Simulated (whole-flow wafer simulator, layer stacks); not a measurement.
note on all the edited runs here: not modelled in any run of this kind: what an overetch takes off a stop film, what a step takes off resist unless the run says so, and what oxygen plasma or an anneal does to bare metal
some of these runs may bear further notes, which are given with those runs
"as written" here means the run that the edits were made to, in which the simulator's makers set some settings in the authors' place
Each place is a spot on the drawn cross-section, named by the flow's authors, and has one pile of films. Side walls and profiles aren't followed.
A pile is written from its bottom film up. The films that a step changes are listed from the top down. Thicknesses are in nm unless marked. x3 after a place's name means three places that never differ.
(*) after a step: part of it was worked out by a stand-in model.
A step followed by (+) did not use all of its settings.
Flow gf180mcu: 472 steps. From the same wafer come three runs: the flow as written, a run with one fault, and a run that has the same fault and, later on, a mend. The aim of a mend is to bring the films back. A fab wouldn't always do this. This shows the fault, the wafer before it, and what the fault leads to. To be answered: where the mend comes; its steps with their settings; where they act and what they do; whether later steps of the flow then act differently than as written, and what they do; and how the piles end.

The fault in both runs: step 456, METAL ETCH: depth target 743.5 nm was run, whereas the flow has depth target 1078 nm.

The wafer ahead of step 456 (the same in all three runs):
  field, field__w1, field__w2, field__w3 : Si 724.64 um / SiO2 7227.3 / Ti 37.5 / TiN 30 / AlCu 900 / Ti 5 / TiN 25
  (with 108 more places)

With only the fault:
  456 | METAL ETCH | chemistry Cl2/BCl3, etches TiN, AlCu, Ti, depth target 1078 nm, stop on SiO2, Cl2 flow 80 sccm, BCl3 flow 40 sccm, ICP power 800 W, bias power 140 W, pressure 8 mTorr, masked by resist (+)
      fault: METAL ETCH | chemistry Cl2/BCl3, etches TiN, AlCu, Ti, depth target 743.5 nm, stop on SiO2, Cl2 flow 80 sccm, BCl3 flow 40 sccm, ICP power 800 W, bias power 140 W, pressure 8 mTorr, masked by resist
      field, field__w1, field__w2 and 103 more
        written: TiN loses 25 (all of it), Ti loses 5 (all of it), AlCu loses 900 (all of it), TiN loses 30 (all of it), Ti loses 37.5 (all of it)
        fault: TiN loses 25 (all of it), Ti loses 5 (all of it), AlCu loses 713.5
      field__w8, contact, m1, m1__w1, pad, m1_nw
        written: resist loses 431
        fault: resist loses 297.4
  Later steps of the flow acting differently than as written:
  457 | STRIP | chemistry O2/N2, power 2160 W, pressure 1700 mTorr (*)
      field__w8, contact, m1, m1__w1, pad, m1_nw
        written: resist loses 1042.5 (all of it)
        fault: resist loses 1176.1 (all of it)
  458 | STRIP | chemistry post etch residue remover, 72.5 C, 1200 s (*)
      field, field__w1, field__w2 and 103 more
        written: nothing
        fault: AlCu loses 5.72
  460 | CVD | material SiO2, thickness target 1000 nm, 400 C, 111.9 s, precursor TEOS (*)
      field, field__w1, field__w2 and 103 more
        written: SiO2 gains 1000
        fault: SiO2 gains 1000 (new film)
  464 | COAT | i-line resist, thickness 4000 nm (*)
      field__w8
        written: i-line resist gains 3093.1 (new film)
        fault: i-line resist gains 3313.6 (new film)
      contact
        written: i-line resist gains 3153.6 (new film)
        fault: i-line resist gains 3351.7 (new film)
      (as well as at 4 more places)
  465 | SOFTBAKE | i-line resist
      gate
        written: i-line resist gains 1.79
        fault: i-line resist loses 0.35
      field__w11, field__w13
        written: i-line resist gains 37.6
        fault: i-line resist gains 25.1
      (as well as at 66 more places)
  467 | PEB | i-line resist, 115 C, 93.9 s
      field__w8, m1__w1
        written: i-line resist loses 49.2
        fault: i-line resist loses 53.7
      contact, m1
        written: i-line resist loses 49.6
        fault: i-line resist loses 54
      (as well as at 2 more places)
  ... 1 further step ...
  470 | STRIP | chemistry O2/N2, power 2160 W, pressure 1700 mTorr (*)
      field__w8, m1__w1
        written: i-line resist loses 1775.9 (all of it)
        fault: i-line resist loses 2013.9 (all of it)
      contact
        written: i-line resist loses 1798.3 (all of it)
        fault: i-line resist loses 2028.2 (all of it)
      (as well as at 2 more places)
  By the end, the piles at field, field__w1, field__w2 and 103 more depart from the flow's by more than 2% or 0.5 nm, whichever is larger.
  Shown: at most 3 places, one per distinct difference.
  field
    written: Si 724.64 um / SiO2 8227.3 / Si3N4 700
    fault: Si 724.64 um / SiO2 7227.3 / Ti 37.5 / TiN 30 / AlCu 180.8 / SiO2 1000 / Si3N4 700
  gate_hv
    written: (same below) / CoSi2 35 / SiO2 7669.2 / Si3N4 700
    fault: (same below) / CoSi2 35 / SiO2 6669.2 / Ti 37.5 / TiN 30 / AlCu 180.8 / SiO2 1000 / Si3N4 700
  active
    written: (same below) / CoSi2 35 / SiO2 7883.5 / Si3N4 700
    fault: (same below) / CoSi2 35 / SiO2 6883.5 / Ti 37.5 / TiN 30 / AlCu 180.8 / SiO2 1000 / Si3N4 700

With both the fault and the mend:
  After step 458 comes the mend.
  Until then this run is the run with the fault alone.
  458a | DEHYDRATE | 200 C, 60 s (a further turn of the flow's step 449)
      alters no film at any place that is followed
  458b | HMDS | 120 C, 60 s (a further turn of the flow's step 450)
      alters no film at any place that is followed
  458c | COAT | resist, thickness 1500 nm (*) (a further turn of the flow's step 451)
      iso_ptap_pw, iso_ntap_nw, iso_nw_fld and 33 more
        resist gains 1500 (new film)
      field__w6, field_sub, field_sub__w1 and 11 more
        resist gains 1509.4 (new film)
      p_well, sti, spacer, sd_n, mim_1p0, dice_street
        resist gains 1503.6 (new film)
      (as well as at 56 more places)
  458d | SOFTBAKE | resist (a further turn of the flow's step 452)
      gate_p_hv, nw_enc_fld, nw_enc_fld__w1
        resist loses 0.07
      field__w11, field_sub__w1
        resist loses 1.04
      field
        resist loses 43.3
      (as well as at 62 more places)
  458e | EXPOSE | photomask MetalTop (a further turn of the flow's step 453)
      alters no film at any place that is followed
  458f | PEB | resist, 70.3 s (a further turn of the flow's step 454)
      field__w2, field__w3, field__w5 and 42 more
        resist loses 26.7
      iso_ptap_pw, iso_ntap_nw, iso_nw_fld and 33 more
        resist loses 26.5
      p_well, sti, spacer, sd_n, mim_1p0, dice_street
        resist loses 26.6
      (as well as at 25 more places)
  458g | DEVELOP | thickness 1500 nm, 60 s (a further turn of the flow's step 455)
      iso_ptap_pw, iso_ntap_nw, iso_nw_fld and 33 more
        resist loses 1473.5 (all of it)
      field__w5, field__w9, nplus_u, pplus_u, npoly_u, nw_enc_fld_lv__w1, nw_enc_fld_lv__w4
        resist loses 1483.3 (all of it)
      p_well, sti, spacer, sd_n, mim_1p0, dice_street
        resist loses 1477 (all of it)
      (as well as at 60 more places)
  458h | METAL ETCH | chemistry Cl2/BCl3, etches TiN, AlCu, Ti, depth target 334 nm, stop on SiO2, Cl2 flow 80 sccm, BCl3 flow 40 sccm, ICP power 800 W, bias power 140 W, pressure 8 mTorr, masked by resist (+) (a further turn of the flow's step 456, with different settings)
      field, field__w1, field__w2 and 103 more
        AlCu loses 180.8 (all of it), TiN loses 30 (all of it), Ti loses 37.5 (all of it)
      field__w8, contact, m1, m1__w1, pad, m1_nw
        resist loses 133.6
  458i | STRIP | chemistry O2/N2, power 2160 W, pressure 1700 mTorr (*) (a further turn of the flow's step 457)
      field__w8
        resist loses 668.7 (all of it)
      contact
        resist loses 666.7 (all of it)
      m1
        resist loses 666.9 (all of it)
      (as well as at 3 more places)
  458j | STRIP | chemistry post etch residue remover, 72.5 C, 1200 s (*) (a further turn of the flow's step 458)
      field__w8, contact, m1, m1__w1, pad, m1_nw
        TiN loses 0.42
  None of the later steps of the flow differs from how it acts as written, at any place that is followed, by more than 2% or 0.5 nm, whichever is larger.
  When the end is reached, the piles differ only a little from the flow's at the places that both follow, at most by 2% or 0.5 nm, whichever is larger.
